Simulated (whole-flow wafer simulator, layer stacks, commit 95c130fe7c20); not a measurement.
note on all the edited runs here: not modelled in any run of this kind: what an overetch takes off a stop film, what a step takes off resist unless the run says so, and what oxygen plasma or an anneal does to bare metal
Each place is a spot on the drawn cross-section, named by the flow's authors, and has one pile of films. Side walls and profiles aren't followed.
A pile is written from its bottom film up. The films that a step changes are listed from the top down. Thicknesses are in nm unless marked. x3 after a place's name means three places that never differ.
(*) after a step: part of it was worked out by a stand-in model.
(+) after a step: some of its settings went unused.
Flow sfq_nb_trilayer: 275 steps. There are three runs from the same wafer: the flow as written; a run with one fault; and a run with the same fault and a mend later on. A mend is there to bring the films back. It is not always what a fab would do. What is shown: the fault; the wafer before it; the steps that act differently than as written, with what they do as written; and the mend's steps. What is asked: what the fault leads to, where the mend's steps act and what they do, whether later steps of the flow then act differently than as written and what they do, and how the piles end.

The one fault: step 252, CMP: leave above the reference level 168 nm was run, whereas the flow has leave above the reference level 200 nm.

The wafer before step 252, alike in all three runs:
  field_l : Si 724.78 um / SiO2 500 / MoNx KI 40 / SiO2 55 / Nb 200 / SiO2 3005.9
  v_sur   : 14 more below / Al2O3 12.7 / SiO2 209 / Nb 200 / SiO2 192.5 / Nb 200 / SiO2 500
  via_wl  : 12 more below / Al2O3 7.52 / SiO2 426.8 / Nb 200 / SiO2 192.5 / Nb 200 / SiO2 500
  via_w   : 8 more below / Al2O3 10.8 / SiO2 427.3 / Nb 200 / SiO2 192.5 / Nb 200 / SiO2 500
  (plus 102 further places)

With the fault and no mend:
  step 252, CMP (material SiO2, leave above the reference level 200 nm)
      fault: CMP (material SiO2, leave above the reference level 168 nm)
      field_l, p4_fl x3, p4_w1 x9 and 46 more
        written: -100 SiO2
        fault: -132 SiO2
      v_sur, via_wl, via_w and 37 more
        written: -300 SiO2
        fault: -332 SiO2
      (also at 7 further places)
  Steps further on in the flow that do not act as written (not shown: 4 more steps that differ only slightly, by at most 2% or 0.5 nm, whichever is larger):
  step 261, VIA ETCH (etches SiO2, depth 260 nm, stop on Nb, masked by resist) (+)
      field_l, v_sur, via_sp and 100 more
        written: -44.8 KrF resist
        fault: -43.4 KrF resist
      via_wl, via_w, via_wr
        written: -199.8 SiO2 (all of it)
        fault: -167.8 SiO2 (all of it)
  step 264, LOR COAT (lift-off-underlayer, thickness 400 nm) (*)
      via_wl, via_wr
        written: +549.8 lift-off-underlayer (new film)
        fault: +525.8 lift-off-underlayer (new film)
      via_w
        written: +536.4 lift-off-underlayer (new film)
        fault: +514.6 lift-off-underlayer (new film)
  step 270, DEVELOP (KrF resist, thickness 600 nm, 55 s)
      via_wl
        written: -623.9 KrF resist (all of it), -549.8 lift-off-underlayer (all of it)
        fault: -619.8 KrF resist (all of it), -525.8 lift-off-underlayer (all of it)
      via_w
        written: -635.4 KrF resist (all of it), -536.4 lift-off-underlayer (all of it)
        fault: -629.6 KrF resist (all of it), -514.6 lift-off-underlayer (all of it)
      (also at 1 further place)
  The piles end different from the flow's at v_sur, via_sp, via_v and 83 more by more than 2% or 0.5 nm, whichever is larger.
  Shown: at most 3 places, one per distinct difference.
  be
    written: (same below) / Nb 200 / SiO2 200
    fault: (same below) / Nb 200 / SiO2 168
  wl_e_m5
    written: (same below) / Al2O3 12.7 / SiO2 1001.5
    fault: (same below) / Al2O3 12.7 / SiO2 969.5
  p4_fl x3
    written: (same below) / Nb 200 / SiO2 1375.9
    fault: (same below) / Nb 200 / SiO2 1343.9

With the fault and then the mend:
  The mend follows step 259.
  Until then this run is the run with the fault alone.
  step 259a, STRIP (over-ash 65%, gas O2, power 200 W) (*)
      field_l, v_sur, via_sp and 100 more
        -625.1 KrF resist (all of it), -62 anti-reflective coat (all of it)
      via_wl, via_w, via_wr
        -62 anti-reflective coat (all of it)
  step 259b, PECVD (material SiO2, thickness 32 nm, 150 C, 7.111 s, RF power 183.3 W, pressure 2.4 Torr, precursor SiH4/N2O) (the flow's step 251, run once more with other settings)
      field_l, v_sur, via_wl and 103 more
        +32 SiO2
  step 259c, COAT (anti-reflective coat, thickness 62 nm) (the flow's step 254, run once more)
      field_l, v_sur, via_wl and 103 more
        +62 anti-reflective coat (new film)
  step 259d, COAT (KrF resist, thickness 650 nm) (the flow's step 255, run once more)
      field_l, v_sur, via_wl and 103 more
        +650 KrF resist (new film)
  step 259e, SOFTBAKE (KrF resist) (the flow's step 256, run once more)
      does not change any film at any place that is followed
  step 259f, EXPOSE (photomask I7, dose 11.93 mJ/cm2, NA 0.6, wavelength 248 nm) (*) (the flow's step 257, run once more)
      does not change any film at any place that is followed
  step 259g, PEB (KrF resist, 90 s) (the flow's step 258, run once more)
      field_l, v_sur, via_wl and 103 more
        -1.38 KrF resist
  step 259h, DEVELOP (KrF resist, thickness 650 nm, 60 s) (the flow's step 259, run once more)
      field_l, v_sur, via_sp and 100 more
        -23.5 KrF resist
      via_wl, via_w, via_wr
        -648.6 KrF resist (all of it)
  None of the later steps of the flow acts differently than as written at any place that is followed.
  By the end, the piles equal the flow's at every place that both follow.
